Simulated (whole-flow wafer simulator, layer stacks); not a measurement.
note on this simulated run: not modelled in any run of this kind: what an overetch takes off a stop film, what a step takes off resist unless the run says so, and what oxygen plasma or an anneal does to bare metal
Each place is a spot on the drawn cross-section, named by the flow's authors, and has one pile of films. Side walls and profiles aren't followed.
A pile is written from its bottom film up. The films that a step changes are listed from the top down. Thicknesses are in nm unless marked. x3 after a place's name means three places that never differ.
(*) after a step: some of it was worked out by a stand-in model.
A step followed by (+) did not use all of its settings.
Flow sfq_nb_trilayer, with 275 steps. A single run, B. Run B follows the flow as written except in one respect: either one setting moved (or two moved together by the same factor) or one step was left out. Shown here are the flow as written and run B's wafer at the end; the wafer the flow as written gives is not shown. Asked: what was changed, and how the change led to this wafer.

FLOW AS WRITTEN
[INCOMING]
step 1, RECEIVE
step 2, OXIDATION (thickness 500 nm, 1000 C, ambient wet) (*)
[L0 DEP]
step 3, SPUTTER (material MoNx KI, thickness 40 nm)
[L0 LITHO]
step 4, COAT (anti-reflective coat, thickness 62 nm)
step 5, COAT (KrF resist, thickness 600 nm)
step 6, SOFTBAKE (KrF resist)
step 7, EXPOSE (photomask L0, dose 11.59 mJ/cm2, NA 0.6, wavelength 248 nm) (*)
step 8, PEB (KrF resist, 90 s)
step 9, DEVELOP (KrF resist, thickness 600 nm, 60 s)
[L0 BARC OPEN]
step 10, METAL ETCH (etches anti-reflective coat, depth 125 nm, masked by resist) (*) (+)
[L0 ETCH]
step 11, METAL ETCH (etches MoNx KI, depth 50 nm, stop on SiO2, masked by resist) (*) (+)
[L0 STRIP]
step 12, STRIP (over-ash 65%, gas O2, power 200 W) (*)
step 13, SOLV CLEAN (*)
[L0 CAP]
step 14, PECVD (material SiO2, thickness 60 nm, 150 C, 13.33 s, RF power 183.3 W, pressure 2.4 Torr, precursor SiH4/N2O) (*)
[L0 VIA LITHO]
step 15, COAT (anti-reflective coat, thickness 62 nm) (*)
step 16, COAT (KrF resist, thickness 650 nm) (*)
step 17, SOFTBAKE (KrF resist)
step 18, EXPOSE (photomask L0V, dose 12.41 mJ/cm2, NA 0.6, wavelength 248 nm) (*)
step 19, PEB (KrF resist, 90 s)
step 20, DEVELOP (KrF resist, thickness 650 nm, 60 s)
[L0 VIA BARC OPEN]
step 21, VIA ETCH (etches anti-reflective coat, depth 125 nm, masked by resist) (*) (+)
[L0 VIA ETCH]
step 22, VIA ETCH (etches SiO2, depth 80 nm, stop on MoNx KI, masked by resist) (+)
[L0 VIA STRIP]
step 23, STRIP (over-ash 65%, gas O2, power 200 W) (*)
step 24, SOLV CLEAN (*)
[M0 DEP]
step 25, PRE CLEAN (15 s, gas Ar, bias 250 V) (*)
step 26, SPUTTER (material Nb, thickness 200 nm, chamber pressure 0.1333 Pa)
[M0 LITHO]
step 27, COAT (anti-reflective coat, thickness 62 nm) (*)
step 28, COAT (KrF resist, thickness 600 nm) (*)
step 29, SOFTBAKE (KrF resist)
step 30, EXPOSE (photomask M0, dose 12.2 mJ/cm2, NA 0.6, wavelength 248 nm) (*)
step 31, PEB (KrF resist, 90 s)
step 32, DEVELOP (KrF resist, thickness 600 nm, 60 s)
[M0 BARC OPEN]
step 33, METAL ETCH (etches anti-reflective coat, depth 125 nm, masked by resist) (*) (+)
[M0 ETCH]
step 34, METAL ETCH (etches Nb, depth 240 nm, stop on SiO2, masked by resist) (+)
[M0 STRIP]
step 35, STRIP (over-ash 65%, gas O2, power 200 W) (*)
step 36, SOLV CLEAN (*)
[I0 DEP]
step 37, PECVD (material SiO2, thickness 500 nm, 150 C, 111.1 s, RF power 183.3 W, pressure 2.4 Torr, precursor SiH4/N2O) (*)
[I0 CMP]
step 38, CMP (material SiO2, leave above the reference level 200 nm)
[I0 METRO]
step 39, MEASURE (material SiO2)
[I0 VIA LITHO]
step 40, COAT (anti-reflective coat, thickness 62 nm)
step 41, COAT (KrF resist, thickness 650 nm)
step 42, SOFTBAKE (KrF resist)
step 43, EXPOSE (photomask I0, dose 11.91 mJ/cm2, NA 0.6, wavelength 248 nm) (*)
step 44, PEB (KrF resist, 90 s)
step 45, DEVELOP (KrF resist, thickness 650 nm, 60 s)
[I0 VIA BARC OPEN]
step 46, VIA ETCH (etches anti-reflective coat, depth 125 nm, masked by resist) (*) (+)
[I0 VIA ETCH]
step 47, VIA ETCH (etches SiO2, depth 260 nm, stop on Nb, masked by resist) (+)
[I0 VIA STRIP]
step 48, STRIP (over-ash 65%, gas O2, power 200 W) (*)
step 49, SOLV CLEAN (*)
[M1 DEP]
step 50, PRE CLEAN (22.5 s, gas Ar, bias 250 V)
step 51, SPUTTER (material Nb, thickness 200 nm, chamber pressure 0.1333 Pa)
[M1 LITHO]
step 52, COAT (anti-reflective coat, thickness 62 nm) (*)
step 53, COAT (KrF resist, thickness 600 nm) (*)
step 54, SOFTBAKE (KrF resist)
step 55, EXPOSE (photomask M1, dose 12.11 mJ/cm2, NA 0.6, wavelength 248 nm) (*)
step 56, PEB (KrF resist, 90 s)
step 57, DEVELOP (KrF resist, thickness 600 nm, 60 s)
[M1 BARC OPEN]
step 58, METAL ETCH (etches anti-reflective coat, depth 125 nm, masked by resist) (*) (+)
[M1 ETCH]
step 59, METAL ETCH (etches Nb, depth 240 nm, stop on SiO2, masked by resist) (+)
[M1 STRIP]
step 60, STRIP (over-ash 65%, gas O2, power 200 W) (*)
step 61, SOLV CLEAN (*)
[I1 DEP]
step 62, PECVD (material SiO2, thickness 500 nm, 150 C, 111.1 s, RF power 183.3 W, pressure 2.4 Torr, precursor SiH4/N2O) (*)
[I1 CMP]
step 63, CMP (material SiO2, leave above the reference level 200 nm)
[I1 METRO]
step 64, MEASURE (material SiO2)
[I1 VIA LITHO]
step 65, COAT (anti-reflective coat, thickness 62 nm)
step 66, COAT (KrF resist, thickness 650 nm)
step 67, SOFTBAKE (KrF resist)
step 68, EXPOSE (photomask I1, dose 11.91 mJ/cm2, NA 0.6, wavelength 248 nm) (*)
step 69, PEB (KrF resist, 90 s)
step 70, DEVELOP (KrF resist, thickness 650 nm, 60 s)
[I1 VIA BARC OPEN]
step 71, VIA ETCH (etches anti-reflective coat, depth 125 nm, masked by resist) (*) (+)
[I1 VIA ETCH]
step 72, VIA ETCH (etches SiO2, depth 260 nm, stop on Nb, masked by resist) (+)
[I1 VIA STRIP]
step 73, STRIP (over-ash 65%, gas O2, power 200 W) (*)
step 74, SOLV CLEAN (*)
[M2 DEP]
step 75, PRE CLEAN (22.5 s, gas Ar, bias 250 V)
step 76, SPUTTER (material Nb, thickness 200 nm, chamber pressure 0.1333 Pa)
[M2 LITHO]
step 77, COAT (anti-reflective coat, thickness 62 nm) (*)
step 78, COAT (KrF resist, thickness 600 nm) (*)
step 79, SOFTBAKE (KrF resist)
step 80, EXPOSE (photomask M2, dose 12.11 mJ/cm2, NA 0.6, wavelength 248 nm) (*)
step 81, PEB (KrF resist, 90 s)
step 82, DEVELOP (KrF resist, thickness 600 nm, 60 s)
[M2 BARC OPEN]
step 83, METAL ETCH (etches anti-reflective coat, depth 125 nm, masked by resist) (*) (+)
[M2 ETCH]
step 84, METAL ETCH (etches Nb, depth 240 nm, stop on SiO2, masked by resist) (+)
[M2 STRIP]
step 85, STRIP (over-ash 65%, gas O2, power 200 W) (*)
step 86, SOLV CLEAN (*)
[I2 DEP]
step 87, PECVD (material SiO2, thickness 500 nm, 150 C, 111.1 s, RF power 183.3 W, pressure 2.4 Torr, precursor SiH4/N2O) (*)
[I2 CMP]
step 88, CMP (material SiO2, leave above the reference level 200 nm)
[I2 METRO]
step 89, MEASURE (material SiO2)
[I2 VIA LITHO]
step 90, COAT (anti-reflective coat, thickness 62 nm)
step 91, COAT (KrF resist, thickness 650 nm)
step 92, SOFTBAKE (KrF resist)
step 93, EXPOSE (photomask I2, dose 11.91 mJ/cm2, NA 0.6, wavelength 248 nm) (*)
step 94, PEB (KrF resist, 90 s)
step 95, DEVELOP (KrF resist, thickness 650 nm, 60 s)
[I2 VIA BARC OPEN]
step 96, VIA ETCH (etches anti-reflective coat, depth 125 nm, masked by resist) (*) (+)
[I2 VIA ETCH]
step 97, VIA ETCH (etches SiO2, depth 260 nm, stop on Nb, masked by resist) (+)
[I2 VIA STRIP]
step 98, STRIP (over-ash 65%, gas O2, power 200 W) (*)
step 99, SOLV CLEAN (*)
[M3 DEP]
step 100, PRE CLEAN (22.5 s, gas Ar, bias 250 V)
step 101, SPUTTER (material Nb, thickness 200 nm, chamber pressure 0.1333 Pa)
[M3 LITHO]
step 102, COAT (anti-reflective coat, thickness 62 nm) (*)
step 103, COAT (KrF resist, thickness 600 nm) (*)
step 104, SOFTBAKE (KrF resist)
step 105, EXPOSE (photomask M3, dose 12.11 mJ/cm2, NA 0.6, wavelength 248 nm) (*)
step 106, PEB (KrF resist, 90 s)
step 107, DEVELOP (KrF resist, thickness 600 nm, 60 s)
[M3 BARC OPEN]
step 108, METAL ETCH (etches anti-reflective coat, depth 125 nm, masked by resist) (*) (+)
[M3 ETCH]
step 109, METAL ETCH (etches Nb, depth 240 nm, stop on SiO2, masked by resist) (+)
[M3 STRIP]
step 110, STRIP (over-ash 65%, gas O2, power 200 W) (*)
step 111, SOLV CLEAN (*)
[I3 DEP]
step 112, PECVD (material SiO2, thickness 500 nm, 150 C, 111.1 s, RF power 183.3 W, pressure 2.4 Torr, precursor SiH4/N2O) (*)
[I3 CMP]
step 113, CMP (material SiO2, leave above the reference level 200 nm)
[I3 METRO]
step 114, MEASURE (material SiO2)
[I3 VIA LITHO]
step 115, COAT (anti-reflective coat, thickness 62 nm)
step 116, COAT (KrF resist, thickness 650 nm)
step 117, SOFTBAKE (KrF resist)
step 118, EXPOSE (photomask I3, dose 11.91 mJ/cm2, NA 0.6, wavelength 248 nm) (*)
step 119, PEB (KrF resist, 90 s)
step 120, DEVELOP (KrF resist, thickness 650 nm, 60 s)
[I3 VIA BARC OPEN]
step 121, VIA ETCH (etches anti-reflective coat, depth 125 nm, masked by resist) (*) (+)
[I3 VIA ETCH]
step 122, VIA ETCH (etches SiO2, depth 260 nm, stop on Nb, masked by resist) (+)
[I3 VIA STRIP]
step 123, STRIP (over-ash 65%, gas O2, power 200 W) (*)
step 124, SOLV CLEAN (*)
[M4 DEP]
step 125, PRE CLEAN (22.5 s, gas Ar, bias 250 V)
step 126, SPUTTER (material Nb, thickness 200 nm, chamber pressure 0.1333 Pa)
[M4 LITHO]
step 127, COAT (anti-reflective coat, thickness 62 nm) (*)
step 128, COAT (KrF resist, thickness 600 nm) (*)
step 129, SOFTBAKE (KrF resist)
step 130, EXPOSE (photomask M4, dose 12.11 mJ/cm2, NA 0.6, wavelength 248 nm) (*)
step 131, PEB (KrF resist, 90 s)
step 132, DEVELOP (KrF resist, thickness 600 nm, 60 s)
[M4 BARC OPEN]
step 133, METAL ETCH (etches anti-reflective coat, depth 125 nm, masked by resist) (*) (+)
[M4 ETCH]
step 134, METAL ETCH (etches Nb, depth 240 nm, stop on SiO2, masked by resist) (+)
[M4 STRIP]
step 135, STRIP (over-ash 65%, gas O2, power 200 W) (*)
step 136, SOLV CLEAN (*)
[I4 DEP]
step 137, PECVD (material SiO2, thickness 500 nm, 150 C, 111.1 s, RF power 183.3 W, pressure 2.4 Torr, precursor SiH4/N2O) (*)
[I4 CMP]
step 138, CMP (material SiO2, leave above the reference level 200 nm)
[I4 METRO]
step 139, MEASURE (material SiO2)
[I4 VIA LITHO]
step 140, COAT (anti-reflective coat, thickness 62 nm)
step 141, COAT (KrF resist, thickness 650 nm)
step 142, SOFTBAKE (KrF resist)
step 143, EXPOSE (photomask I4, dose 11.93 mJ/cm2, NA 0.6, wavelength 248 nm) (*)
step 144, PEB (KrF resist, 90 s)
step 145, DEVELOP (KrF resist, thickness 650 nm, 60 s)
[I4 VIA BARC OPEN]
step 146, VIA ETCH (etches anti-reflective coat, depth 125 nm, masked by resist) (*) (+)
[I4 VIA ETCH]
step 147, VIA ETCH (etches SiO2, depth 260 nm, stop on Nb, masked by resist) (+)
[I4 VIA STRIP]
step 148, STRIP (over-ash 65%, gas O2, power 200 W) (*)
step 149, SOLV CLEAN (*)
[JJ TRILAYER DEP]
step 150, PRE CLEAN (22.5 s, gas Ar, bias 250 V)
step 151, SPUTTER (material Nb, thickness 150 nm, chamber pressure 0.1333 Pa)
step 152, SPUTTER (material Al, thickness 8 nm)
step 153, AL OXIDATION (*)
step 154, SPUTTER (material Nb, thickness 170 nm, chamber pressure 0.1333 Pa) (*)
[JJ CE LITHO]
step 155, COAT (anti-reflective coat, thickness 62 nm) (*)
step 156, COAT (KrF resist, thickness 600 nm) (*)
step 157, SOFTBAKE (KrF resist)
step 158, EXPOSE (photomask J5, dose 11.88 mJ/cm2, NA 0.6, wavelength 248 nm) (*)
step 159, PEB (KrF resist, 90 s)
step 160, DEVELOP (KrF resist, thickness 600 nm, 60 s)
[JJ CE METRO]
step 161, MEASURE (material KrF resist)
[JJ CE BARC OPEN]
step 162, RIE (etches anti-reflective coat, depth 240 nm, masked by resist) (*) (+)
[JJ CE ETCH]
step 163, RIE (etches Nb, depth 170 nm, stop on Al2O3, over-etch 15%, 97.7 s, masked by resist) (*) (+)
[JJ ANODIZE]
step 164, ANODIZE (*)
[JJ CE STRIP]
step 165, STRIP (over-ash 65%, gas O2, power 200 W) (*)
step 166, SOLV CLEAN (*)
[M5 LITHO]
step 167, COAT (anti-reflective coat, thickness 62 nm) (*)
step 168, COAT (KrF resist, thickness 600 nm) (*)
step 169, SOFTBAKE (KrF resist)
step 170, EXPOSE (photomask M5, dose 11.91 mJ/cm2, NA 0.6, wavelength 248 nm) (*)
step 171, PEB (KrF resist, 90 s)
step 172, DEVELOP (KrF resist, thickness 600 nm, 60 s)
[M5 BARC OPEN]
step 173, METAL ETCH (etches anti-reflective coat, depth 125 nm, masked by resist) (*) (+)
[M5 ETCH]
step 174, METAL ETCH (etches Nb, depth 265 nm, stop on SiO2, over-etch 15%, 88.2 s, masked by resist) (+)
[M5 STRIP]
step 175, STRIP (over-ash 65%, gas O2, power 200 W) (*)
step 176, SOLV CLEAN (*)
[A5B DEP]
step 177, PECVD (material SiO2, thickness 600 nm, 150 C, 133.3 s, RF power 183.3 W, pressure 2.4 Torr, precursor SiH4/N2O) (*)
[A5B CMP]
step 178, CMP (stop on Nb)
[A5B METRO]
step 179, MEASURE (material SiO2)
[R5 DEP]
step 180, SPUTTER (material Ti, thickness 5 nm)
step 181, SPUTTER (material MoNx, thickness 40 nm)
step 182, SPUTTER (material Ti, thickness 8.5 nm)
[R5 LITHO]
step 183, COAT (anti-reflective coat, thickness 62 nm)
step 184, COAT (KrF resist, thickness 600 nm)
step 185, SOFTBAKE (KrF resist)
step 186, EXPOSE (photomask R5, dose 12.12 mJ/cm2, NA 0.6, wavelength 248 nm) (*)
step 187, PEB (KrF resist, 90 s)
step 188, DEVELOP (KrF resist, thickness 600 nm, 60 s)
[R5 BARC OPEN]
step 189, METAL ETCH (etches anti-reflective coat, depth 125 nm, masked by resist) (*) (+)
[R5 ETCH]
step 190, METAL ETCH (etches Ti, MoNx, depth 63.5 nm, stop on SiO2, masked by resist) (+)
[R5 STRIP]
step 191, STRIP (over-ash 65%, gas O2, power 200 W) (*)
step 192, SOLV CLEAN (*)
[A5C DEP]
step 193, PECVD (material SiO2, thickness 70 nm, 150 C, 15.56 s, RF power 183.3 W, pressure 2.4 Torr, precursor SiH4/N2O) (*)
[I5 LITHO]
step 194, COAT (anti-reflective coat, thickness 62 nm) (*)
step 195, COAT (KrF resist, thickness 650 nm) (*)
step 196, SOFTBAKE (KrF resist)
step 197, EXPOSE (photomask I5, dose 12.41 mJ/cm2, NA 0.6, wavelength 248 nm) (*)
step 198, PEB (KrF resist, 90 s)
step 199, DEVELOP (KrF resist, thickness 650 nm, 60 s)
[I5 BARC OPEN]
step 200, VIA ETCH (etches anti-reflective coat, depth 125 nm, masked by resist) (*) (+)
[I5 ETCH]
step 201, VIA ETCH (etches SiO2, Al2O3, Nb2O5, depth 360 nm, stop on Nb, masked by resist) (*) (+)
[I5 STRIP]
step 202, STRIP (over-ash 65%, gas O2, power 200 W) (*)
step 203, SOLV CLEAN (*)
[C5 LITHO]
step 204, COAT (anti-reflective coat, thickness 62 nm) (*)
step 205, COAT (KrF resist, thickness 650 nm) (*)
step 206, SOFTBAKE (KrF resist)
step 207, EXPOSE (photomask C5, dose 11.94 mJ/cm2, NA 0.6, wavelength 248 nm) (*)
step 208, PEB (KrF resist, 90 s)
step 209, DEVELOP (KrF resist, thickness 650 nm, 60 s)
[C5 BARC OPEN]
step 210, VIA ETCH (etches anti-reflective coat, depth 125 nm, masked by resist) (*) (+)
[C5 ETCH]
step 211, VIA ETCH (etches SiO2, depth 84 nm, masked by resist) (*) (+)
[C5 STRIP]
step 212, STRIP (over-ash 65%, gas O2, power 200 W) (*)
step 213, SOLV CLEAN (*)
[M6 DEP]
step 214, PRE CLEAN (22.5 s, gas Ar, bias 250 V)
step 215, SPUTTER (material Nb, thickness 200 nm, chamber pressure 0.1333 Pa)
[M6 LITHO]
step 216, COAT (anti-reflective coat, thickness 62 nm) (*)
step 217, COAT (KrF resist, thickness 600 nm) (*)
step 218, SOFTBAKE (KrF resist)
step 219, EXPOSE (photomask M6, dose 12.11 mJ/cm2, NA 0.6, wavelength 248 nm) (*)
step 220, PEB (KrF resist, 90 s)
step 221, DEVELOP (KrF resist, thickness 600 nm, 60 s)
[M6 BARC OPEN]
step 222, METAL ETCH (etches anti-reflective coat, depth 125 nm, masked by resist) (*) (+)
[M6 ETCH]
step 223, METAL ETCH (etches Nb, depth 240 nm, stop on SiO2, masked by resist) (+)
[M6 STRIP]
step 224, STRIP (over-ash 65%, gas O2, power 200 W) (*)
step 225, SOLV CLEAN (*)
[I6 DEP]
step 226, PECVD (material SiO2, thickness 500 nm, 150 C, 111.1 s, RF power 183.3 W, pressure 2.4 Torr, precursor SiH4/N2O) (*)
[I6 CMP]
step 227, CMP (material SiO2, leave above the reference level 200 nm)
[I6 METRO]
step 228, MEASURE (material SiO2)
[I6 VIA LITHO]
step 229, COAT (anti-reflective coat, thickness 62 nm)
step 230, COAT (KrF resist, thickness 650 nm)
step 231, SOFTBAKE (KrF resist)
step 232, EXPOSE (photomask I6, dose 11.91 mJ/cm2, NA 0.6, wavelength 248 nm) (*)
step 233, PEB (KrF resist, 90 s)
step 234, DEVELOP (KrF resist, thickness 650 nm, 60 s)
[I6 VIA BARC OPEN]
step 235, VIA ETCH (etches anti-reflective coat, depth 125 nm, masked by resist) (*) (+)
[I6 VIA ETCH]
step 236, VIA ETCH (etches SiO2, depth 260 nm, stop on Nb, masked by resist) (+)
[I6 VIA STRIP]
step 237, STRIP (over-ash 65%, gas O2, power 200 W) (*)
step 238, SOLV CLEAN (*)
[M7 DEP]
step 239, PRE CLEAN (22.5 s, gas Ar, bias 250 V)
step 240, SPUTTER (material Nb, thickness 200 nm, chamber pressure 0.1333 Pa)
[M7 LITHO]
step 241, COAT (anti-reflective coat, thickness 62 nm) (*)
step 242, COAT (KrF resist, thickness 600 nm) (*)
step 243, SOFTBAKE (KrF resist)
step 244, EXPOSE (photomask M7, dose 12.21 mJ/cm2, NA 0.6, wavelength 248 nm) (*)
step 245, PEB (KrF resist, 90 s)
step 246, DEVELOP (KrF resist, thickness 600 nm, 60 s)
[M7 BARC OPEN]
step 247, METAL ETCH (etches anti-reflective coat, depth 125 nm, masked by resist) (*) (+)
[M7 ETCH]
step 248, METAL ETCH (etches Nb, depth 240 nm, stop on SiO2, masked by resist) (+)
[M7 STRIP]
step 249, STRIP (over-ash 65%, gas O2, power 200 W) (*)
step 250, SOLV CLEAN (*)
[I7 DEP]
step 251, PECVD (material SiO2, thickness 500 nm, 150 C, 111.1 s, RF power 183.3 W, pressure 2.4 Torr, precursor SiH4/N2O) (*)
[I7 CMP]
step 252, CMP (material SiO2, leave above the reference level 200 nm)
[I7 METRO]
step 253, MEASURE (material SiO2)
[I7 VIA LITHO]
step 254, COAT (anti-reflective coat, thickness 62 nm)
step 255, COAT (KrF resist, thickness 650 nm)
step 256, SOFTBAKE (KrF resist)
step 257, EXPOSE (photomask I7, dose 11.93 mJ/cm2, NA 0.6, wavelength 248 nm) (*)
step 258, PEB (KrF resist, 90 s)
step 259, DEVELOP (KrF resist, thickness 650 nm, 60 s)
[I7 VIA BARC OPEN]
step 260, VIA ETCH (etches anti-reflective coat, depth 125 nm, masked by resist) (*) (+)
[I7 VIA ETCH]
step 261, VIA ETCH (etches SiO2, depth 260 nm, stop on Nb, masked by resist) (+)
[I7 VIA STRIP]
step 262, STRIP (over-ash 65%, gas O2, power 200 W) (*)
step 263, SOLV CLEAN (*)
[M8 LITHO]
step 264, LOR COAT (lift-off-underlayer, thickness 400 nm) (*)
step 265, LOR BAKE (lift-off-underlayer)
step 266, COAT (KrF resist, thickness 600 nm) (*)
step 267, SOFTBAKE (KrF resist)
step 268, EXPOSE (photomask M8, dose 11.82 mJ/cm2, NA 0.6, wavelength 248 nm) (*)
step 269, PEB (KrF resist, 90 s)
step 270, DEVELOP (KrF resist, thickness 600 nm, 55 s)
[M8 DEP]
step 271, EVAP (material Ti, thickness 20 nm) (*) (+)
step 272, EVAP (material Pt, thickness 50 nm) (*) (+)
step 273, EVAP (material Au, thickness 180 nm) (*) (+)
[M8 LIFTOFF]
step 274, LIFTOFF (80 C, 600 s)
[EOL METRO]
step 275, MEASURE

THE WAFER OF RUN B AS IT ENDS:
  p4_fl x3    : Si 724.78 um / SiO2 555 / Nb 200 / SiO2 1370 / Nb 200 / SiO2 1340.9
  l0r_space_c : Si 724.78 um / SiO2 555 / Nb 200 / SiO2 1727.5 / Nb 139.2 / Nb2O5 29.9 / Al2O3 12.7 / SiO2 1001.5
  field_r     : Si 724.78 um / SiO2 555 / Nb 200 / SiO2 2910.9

What caused this: step 138, CMP: leave above the reference level 165 nm was run, whereas the flow has leave above the reference level 200 nm.

How this came from the change, step by step:
  step 138, CMP (material SiO2, leave above the reference level 200 nm)
      field_l, be, be_sur and 55 more: SiO2 loses 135 (as written it would have been: SiO2 loses 100)
      v_sur, via_wl, via_w and 35 more: SiO2 loses 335 (as written it would have been: SiO2 loses 300)
      (also at 10 further places)
  step 147, VIA ETCH (etches SiO2, depth 260 nm, stop on Nb, masked by resist) (+)
      field_l, v_sur, via_sp and 100 more: KrF resist loses 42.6 (as written it would have been: KrF resist loses 44.8)
      via_wl, via_w, via_wr: SiO2 loses 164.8 (all of it) (as written it would have been: SiO2 loses 199.8 (all of it))
  step 151, SPUTTER (material Nb, thickness 150 nm, chamber pressure 0.1333 Pa)
      via_wl, via_w, via_wr: Nb gains 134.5 (as written it would have been: Nb gains 130.4)
  step 154, SPUTTER (material Nb, thickness 170 nm, chamber pressure 0.1333 Pa) (*)
      via_wl, via_wr: Nb gains 146.8 (new film) (as written it would have been: Nb gains 140.7 (new film))
      via_w: Nb gains 147.1 (new film) (as written it would have been: Nb gains 141 (new film))
  step 155, COAT (anti-reflective coat, thickness 62 nm) (*)
      via_wl, via_wr: anti-reflective coat gains 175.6 (new film) (as written it would have been: anti-reflective coat gains 209.4 (new film))
      v_sur: anti-reflective coat gains 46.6 (new film) (as written it would have been: anti-reflective coat gains 45.1 (new film))
      (also at 2 further places)
  step 156, COAT (KrF resist, thickness 600 nm) (*)
      via_w: KrF resist gains 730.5 (new film) (as written it would have been: KrF resist gains 763.8 (new film))
  step 160, DEVELOP (KrF resist, thickness 600 nm, 60 s)
      via_w: KrF resist loses 728.9 (all of it) (as written it would have been: KrF resist loses 762.1 (all of it))
  step 162, RIE (etches anti-reflective coat, depth 240 nm, masked by resist) (*) (+)
      ce_l, c5j, ce_r, wl_jj: KrF resist loses 175.6 (as written it would have been: KrF resist loses 209.4)
      via_wl, via_wr: anti-reflective coat loses 175.6 (all of it) (as written it would have been: anti-reflective coat loses 209.4 (all of it))
      (also at 3 further places)
  step 163, RIE (etches Nb, depth 170 nm, stop on Al2O3, over-etch 15%, 97.7 s, masked by resist) (*) (+)
      via_wl, via_wr: Nb loses 146.8 (all of it), Al2O3 loses 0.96 (all of it) (as written it would have been: Nb loses 140.7 (all of it), Al2O3 loses 0.96 (all of it))
      via_w: Nb loses 147.1 (all of it), Al2O3 loses 0.96 (all of it) (as written it would have been: Nb loses 141 (all of it), Al2O3 loses 0.96 (all of it))
  step 164, ANODIZE (*)
      via_w: Al2O3 gains 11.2 (new film), Nb2O5 gains 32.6 (new film), Al loses 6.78 (all of it), Nb loses 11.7 (as written it would have been: Al2O3 gains 10.8 (new film), Nb2O5 gains 33.3 (new film), Al loses 6.54 (all of it), Nb loses 12)
  step 165, STRIP (over-ash 65%, gas O2, power 200 W) (*)
      ce_l: KrF resist loses 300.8 (all of it), anti-reflective coat loses 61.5 (all of it) (as written it would have been: KrF resist loses 266.8 (all of it), anti-reflective coat loses 61.4 (all of it))
      c5j: KrF resist loses 300.8 (all of it), anti-reflective coat loses 61.6 (all of it) (as written it would have been: KrF resist loses 266.9 (all of it), anti-reflective coat loses 61.5 (all of it))
      (also at 2 further places)
  step 167, COAT (anti-reflective coat, thickness 62 nm) (*)
      v_sur: anti-reflective coat gains 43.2 (new film) (as written it would have been: anti-reflective coat gains 44.9 (new film))
      via_wl: anti-reflective coat gains 133 (new film) (as written it would have been: anti-reflective coat gains 170.5 (new film))
      (also at 2 further places)
  step 168, COAT (KrF resist, thickness 600 nm) (*)
      via_w: KrF resist gains 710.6 (new film) (as written it would have been: KrF resist gains 732.6 (new film))
  step 175, STRIP (over-ash 65%, gas O2, power 200 W) (*)
      v_sur: KrF resist loses 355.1 (all of it), anti-reflective coat loses 43.2 (all of it) (as written it would have been: KrF resist loses 349.2 (all of it), anti-reflective coat loses 44.9 (all of it))
      via_wl: KrF resist loses 431.8 (all of it), anti-reflective coat loses 133 (all of it) (as written it would have been: KrF resist loses 427 (all of it), anti-reflective coat loses 170.5 (all of it))
      (also at 2 further places)
  step 178, CMP (stop on Nb)
      via_wl, via_wr: SiO2 loses 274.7 (as written it would have been: SiO2 loses 235.7)
      via_w: SiO2 loses 274.2 (as written it would have been: SiO2 loses 235.2)
